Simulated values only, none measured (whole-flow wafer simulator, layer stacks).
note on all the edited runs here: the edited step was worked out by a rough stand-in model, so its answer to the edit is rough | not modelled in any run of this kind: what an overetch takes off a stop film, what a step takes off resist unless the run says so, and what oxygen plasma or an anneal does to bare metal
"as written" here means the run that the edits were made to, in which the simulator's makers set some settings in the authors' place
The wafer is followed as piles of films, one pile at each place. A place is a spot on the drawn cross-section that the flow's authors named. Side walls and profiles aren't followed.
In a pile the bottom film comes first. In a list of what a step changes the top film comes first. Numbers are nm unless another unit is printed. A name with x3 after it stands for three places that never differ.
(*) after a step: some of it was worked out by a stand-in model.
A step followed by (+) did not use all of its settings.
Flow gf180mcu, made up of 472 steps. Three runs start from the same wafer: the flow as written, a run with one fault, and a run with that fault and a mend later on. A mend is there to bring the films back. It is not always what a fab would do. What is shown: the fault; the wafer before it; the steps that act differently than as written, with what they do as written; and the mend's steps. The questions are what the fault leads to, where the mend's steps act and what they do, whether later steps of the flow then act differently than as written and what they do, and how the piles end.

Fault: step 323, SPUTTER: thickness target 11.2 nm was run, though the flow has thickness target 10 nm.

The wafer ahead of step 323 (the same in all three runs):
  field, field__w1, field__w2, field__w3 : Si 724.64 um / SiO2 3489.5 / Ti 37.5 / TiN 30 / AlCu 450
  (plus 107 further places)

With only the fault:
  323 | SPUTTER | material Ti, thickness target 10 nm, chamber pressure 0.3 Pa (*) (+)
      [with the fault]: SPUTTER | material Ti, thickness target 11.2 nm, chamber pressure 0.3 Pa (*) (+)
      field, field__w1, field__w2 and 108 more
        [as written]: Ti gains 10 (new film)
        [with the fault]: Ti gains 11.2 (new film)
  Steps later in the flow that act otherwise than as written (5 more steps, not shown, differ only slightly: by at most 2% or 0.5 nm, whichever is larger):
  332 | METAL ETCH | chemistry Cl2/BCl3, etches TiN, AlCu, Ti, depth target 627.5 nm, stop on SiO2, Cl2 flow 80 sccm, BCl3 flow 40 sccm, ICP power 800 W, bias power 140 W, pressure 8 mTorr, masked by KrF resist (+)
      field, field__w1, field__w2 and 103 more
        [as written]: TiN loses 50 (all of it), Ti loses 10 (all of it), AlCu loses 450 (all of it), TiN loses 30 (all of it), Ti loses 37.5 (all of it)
        [with the fault]: TiN loses 50 (all of it), Ti loses 11.2 (all of it), AlCu loses 450 (all of it), TiN loses 30 (all of it), Ti loses 37.5 (all of it)
  The piles end different from the flow's at field__w8, contact, m1, m1__w1, m1_nw by more than 2% or 0.5 nm, whichever is larger.
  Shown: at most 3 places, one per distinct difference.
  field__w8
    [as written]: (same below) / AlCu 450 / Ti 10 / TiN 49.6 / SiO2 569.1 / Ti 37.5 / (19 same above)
    [with the fault]: (same below) / AlCu 450 / Ti 11.2 / TiN 49.6 / SiO2 567.9 / Ti 37.5 / (19 same above)
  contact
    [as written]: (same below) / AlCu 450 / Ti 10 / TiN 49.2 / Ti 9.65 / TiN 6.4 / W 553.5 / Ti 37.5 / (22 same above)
    [with the fault]: (same below) / AlCu 450 / Ti 11.2 / TiN 49.2 / Ti 9.66 / TiN 6.41 / W 552.3 / Ti 37.5 / (22 same above)

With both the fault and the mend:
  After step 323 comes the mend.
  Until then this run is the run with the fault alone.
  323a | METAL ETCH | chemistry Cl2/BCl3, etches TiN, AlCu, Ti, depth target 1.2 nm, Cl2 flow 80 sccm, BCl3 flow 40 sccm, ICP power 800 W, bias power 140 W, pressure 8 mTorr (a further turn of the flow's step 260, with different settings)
      field, field__w1, field__w2 and 108 more
        Ti loses 1.2
  Later steps of the flow that are run all act as written at every place that is followed.
  The piles end the same as the flow's at every place that both follow.
